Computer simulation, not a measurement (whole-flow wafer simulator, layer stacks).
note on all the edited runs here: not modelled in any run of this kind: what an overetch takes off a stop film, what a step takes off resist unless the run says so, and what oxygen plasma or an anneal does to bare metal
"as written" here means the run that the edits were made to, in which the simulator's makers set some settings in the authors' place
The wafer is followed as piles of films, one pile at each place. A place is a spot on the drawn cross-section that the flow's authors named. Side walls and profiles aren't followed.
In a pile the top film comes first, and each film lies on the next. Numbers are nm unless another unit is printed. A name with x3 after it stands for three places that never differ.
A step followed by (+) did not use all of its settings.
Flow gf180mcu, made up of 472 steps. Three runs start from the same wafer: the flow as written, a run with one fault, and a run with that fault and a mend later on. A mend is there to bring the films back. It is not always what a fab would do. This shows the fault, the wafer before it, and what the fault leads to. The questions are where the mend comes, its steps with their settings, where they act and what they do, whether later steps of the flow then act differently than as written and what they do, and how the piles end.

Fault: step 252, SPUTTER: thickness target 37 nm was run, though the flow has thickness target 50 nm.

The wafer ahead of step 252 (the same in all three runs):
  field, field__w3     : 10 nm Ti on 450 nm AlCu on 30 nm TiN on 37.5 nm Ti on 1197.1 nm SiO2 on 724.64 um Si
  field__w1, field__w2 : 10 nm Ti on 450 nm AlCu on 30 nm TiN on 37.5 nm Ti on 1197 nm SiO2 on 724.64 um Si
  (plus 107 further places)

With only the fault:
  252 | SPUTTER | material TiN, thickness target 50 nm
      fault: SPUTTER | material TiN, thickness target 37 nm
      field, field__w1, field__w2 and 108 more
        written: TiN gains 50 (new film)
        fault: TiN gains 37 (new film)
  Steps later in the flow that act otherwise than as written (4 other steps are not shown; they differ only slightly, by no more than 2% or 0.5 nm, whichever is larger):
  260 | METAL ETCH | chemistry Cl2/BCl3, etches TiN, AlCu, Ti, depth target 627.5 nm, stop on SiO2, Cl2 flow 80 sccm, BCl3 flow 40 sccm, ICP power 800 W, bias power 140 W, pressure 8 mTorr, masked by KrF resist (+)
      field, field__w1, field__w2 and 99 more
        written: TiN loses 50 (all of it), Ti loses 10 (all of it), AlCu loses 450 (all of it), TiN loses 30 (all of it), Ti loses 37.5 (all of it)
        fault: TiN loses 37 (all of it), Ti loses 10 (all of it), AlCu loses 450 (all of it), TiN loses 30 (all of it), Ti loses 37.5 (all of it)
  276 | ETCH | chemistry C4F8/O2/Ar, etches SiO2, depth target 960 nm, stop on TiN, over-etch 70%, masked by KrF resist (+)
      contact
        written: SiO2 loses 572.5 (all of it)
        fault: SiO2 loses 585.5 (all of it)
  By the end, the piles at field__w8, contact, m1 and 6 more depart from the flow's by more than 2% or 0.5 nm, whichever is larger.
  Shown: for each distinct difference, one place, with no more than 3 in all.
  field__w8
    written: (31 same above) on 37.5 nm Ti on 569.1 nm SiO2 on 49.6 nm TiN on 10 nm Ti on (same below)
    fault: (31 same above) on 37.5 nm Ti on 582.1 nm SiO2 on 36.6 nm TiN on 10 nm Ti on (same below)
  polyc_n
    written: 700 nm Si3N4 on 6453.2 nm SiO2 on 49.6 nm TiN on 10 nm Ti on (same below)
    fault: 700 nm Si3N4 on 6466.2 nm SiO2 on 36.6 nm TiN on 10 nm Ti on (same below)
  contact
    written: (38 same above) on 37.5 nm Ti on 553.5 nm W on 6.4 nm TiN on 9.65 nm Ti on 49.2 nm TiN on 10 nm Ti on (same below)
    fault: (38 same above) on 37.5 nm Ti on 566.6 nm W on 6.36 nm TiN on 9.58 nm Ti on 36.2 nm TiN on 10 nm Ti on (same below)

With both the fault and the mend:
  After step 252 comes the mend.
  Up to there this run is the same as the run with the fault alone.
  252a | SPUTTER | material TiN, thickness target 13 nm (the flow's step 252 again, with other settings)
      field, field__w1, field__w2 and 108 more
        TiN gains 13
  Later steps of the flow that are run all act as written at every place that is followed.
  By the end, the piles equal the flow's at every place that both follow.
